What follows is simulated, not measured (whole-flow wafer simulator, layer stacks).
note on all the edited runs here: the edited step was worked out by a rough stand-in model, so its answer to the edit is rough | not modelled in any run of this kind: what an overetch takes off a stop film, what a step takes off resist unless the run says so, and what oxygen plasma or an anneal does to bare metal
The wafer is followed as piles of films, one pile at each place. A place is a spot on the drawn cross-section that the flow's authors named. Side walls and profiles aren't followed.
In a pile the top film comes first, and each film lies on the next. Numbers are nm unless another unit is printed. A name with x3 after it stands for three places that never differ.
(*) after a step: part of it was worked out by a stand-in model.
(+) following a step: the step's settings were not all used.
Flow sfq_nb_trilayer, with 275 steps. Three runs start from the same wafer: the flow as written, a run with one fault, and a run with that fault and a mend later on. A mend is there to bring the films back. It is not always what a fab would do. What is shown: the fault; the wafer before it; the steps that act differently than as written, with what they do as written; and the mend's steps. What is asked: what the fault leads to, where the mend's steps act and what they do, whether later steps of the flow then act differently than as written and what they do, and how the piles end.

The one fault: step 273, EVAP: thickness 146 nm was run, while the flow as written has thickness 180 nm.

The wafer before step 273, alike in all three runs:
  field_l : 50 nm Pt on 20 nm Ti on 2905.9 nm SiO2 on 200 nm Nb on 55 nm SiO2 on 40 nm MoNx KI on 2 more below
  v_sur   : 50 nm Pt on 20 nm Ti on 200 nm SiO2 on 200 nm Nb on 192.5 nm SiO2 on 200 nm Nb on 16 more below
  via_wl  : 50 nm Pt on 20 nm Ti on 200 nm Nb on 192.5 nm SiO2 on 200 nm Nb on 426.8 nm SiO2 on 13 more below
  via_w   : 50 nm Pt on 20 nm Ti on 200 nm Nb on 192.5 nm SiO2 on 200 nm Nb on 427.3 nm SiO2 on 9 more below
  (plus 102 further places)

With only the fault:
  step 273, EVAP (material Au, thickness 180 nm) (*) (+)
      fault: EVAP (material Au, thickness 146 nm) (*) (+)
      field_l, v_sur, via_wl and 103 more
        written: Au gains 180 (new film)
        fault: Au gains 146 (new film)
  Steps later in the flow that act otherwise than as written:
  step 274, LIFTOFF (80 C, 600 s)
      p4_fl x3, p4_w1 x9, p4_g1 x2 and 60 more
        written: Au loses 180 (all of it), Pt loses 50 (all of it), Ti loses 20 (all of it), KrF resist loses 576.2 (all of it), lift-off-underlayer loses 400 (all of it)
        fault: Au loses 146 (all of it), Pt loses 50 (all of it), Ti loses 20 (all of it), KrF resist loses 576.2 (all of it), lift-off-underlayer loses 400 (all of it)
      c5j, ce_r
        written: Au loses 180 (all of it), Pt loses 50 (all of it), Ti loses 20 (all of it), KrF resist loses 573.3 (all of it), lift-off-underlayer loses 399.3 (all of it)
        fault: Au loses 146 (all of it), Pt loses 50 (all of it), Ti loses 20 (all of it), KrF resist loses 573.3 (all of it), lift-off-underlayer loses 399.3 (all of it)
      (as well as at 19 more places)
  The piles end different from the flow's at field_l, v_sur, via_wl and 8 more by more than 2% or 0.5 nm, whichever is larger.
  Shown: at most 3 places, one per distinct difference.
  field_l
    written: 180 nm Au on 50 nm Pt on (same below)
    fault: 146 nm Au on 50 nm Pt on (same below)

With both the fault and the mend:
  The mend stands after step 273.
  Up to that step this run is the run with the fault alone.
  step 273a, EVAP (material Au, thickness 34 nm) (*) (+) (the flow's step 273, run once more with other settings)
      field_l, v_sur, via_wl and 103 more
        Au gains 34
  Every later step of the flow that is run acts as written at every place that is followed.
  The piles end the same as the flow's at every place that both follow.
